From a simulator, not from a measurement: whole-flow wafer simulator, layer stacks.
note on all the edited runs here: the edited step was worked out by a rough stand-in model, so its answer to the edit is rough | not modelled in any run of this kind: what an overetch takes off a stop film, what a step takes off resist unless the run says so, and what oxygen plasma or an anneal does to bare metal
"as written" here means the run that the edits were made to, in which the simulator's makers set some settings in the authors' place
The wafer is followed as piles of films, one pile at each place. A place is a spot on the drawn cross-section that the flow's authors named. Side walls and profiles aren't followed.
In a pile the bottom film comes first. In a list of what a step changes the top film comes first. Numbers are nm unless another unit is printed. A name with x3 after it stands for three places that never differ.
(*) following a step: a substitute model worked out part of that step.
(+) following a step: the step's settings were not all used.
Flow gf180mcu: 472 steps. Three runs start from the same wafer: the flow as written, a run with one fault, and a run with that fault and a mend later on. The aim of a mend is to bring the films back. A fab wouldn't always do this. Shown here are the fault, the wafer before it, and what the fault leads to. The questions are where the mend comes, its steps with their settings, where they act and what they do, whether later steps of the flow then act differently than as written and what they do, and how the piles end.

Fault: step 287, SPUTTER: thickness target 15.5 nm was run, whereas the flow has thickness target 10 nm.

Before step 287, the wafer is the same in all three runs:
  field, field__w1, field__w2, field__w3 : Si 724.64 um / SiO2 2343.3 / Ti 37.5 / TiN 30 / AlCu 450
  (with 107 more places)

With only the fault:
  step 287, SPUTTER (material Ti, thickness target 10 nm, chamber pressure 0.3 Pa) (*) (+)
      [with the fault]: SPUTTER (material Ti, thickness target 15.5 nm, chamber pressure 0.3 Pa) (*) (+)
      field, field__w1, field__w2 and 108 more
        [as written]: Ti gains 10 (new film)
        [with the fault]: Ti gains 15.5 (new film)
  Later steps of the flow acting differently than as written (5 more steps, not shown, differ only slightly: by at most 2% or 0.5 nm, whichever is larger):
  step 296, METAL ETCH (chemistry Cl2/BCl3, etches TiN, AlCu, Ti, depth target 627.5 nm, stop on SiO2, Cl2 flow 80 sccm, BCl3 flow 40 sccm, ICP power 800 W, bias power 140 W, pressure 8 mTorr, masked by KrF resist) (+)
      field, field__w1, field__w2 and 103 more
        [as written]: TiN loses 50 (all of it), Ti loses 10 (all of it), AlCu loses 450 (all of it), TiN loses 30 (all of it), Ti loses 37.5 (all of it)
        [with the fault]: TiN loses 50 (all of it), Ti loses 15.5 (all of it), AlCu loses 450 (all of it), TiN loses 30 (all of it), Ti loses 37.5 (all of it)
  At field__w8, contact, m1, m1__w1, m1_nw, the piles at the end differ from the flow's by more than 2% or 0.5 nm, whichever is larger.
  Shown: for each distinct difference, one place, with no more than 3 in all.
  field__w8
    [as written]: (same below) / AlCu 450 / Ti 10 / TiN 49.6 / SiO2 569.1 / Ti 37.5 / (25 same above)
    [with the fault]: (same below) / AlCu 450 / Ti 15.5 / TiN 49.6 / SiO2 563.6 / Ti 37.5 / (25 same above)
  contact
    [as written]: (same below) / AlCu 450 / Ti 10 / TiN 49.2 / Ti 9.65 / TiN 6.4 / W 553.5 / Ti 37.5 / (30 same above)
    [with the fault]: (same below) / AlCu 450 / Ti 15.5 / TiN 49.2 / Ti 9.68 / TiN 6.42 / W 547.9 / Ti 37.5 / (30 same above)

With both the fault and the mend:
  After step 295 comes the mend.
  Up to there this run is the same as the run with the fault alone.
  step 296, METAL ETCH (chemistry Cl2/BCl3, etches TiN, AlCu, Ti, depth target 633 nm, stop on SiO2, Cl2 flow 80 sccm, BCl3 flow 40 sccm, ICP power 800 W, bias power 140 W, pressure 8 mTorr, masked by KrF resist) (+) (the flow's step 296, as written with depth target 627.5 nm)
      field, field__w1, field__w2 and 103 more
        TiN loses 50 (all of it), Ti loses 15.5 (all of it), AlCu loses 450 (all of it), TiN loses 30 (all of it), Ti loses 37.5 (all of it)
      field__w8, contact, m1, m1__w1, m1_nw
        KrF resist loses 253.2
  Later steps of the flow that are run all act as written at every place that is followed, up to a difference of at most 2% or 0.5 nm, whichever is larger.
  At field__w8, contact, m1, m1__w1, m1_nw, the piles at the end differ from the flow's by more than 2% or 0.5 nm, whichever is larger.
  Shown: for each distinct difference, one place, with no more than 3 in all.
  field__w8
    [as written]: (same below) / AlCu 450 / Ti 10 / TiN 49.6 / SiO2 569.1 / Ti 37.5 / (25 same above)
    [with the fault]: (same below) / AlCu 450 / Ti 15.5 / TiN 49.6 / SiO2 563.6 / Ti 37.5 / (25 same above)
    [with the mend]: (same below) / AlCu 450 / Ti 15.5 / TiN 49.6 / SiO2 563.6 / Ti 37.5 / (25 same above)
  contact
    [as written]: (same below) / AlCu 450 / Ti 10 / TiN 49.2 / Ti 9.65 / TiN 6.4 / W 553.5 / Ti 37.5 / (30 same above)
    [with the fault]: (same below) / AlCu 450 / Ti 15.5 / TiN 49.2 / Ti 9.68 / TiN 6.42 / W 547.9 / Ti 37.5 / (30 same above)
    [with the mend]: (same below) / AlCu 450 / Ti 15.5 / TiN 49.2 / Ti 9.68 / TiN 6.42 / W 547.9 / Ti 37.5 / (30 same above)
